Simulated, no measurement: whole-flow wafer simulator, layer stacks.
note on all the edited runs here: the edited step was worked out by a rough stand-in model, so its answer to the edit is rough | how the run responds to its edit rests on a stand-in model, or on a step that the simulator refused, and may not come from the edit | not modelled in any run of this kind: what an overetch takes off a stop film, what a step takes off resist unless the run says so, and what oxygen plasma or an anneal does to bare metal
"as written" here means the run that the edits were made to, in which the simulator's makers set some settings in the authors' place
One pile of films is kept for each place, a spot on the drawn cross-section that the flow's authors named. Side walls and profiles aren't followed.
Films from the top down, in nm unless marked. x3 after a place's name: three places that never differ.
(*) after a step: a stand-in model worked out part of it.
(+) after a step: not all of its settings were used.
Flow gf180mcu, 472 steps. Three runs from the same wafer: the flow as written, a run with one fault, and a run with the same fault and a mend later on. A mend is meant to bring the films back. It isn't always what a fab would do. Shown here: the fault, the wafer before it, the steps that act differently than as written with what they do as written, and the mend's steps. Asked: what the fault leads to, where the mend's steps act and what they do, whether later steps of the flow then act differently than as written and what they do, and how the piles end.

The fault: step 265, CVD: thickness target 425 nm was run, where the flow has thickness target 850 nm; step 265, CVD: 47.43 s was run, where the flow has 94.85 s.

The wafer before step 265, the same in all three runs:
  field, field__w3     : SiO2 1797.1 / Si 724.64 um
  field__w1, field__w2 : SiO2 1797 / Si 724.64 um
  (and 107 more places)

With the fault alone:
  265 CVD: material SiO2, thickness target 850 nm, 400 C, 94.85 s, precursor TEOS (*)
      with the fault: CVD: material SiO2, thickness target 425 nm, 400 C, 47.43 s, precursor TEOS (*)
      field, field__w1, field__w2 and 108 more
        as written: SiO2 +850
        with the fault: SiO2 +434.1
  Later steps of the flow that act differently than as written (2 more steps differ only slightly, by at most 2% or 0.5 nm, whichever is larger, and aren't shown):
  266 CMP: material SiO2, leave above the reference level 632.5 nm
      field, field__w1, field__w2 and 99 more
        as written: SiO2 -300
        with the fault: nothing
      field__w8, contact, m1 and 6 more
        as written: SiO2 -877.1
        with the fault: SiO2 -461.1
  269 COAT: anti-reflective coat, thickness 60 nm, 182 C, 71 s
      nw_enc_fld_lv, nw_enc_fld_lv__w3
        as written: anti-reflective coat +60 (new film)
        with the fault: anti-reflective coat +50.9 (new film)
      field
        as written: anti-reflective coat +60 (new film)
        with the fault: anti-reflective coat +106.5 (new film)
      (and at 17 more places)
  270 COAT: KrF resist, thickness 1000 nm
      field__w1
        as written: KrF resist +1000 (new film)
        with the fault: KrF resist +978 (new film)
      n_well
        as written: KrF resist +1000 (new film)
        with the fault: KrF resist +969.1 (new film)
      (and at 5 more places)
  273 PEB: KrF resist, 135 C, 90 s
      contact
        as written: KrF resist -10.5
        with the fault: KrF resist -9.69
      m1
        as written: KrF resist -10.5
        with the fault: KrF resist -9.51
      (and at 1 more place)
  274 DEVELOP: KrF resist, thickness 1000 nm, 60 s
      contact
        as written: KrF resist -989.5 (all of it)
        with the fault: KrF resist -935.9 (all of it)
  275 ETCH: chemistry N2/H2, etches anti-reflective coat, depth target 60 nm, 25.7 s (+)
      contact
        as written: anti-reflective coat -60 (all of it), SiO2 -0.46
        with the fault: anti-reflective coat -22.8 (all of it), SiO2 -1.42
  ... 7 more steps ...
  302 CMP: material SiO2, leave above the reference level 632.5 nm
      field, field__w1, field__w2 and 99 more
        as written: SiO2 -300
        with the fault: SiO2 -287.7
  At the end the piles differ from the flow's by more than 2% or 0.5 nm, whichever is larger, at field, field__w1, field__w2 and 105 more.
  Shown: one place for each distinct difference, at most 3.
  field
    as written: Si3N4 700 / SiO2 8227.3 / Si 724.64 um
    with the fault: Si3N4 700 / SiO2 5896.3 / W 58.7 / TiN 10 / Ti 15 / SiO2 2231.1 / Si 724.64 um
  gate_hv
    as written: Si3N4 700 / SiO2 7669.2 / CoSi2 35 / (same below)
    with the fault: Si3N4 700 / SiO2 5896.3 / W 58.7 / TiN 10 / Ti 15 / SiO2 1673 / CoSi2 35 / (same below)
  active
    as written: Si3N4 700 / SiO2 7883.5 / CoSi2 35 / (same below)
    with the fault: Si3N4 700 / SiO2 5896.3 / W 58.7 / TiN 10 / Ti 15 / SiO2 1887.3 / CoSi2 35 / (same below)

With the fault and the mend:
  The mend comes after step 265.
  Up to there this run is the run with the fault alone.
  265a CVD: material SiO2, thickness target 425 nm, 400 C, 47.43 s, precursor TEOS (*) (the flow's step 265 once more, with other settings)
      field, field__w1, field__w2 and 108 more
        SiO2 +434.1
  Later steps of the flow that act differently than as written:
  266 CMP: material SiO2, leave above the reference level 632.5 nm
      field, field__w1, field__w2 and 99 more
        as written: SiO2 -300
        with the mend: SiO2 -318.1
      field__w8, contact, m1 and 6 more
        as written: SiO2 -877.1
        with the mend: SiO2 -895.2
  At the end the piles are the same as the flow's at every place that both follow.
